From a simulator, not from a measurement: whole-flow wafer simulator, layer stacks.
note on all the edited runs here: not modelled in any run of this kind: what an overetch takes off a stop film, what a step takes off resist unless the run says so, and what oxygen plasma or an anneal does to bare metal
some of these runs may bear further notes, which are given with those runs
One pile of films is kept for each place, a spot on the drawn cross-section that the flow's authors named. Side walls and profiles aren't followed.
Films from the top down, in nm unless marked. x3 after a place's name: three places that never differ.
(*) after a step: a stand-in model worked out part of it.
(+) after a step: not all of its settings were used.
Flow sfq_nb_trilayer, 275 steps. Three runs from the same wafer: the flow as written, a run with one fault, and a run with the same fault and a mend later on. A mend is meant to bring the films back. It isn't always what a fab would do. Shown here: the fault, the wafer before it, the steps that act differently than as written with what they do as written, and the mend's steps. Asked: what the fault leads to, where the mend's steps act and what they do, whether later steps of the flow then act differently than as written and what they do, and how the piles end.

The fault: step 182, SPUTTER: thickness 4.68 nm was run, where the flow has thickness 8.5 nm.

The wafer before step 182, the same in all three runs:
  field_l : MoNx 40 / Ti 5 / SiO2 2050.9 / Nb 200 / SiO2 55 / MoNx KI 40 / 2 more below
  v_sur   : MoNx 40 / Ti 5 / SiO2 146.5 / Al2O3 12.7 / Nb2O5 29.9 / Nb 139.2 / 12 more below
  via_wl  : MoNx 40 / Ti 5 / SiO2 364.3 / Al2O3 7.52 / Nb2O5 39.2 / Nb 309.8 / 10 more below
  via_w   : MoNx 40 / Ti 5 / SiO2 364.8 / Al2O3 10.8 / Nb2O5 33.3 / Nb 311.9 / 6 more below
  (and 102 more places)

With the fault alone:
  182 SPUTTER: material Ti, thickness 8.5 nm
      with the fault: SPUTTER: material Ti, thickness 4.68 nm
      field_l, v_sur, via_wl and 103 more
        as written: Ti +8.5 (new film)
        with the fault: Ti +4.68 (new film)
  Later steps of the flow that act differently than as written (12 more steps differ only slightly, by at most 2% or 0.5 nm, whichever is larger, and aren't shown):
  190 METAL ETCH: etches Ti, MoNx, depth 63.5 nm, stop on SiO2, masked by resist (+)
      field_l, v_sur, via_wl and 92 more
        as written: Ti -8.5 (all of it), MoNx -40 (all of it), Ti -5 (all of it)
        with the fault: Ti -4.68 (all of it), MoNx -40 (all of it), Ti -5 (all of it)
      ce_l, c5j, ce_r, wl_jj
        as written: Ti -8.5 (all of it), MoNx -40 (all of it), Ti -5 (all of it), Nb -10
        with the fault: Ti -4.68 (all of it), MoNx -40 (all of it), Ti -5 (all of it), Nb -13.8
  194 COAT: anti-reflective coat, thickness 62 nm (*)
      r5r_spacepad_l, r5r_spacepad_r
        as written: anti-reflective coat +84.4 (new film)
        with the fault: anti-reflective coat +82.7 (new film)
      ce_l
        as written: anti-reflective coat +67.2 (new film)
        with the fault: anti-reflective coat +68.9 (new film)
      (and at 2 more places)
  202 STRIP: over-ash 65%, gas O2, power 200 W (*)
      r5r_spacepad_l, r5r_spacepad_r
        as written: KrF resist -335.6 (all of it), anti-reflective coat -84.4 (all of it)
        with the fault: KrF resist -335.5 (all of it), anti-reflective coat -82.7 (all of it)
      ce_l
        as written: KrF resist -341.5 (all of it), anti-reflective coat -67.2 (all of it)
        with the fault: KrF resist -342.5 (all of it), anti-reflective coat -68.9 (all of it)
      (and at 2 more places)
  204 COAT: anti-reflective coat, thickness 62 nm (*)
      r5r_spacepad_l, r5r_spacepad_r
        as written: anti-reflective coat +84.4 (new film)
        with the fault: anti-reflective coat +82.7 (new film)
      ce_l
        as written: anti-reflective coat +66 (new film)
        with the fault: anti-reflective coat +67.7 (new film)
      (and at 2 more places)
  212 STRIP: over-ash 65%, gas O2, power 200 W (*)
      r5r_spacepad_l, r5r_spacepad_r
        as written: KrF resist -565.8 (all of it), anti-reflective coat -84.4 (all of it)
        with the fault: KrF resist -565.3 (all of it), anti-reflective coat -82.7 (all of it)
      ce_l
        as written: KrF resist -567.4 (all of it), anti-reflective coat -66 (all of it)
        with the fault: KrF resist -568.1 (all of it), anti-reflective coat -67.7 (all of it)
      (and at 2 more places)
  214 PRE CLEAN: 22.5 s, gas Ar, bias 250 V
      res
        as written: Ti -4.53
        with the fault: Ti -4.68 (all of it)
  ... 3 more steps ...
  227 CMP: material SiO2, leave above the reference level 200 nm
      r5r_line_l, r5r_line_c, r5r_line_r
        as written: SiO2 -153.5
        with the fault: SiO2 -149.7
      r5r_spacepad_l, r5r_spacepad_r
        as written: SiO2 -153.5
        with the fault: SiO2 -147.2
  At the end the piles differ from the flow's by more than 2% or 0.5 nm, whichever is larger, at ce_l, ce_r, be_r and 7 more.
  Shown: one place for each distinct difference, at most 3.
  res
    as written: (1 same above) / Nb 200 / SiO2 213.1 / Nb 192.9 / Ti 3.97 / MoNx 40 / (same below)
    with the fault: (1 same above) / Nb 200 / SiO2 217.1 / Nb 192.9 / MoNx 40 / (same below)
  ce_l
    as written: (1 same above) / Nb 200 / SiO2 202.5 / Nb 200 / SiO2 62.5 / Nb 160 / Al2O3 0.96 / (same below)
    with the fault: (1 same above) / Nb 200 / SiO2 206.3 / Nb 200 / SiO2 62.5 / Nb 156.2 / Al2O3 0.96 / (same below)
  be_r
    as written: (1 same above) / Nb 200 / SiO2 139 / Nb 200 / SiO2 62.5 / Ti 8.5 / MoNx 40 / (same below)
    with the fault: (1 same above) / Nb 200 / SiO2 142.8 / Nb 200 / SiO2 62.5 / Ti 4.68 / MoNx 40 / (same below)

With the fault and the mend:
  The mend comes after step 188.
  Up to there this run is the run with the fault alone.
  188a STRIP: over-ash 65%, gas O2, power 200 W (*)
      field_l, v_sur, via_wl and 96 more
        anti-reflective coat -62 (all of it)
      be_r, r_sur, res, r_end, r5r_line_l, r5r_line_c, r5r_line_r
        KrF resist -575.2 (all of it), anti-reflective coat -62 (all of it)
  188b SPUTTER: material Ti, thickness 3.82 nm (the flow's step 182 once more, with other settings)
      field_l, v_sur, via_wl and 103 more
        Ti +3.82
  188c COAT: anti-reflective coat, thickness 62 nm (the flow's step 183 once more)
      field_l, v_sur, via_wl and 103 more
        anti-reflective coat +62 (new film)
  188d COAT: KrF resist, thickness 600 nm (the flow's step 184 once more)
      field_l, v_sur, via_wl and 103 more
        KrF resist +600 (new film)
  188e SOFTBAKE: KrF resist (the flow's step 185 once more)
      changes no film at any place that is followed
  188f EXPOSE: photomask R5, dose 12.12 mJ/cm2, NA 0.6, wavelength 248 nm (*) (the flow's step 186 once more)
      changes no film at any place that is followed
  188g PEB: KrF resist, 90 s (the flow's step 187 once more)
      field_l, v_sur, via_wl and 103 more
        KrF resist -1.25
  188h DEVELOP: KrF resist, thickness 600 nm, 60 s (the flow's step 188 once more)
      field_l, v_sur, via_wl and 96 more
        KrF resist -598.7 (all of it)
      be_r, r_sur, res, r_end, r5r_line_l, r5r_line_c, r5r_line_r
        KrF resist -23.5
  No later step of the flow acts differently than as written at any place that is followed.
  At the end the piles are the same as the flow's at every place that both follow.
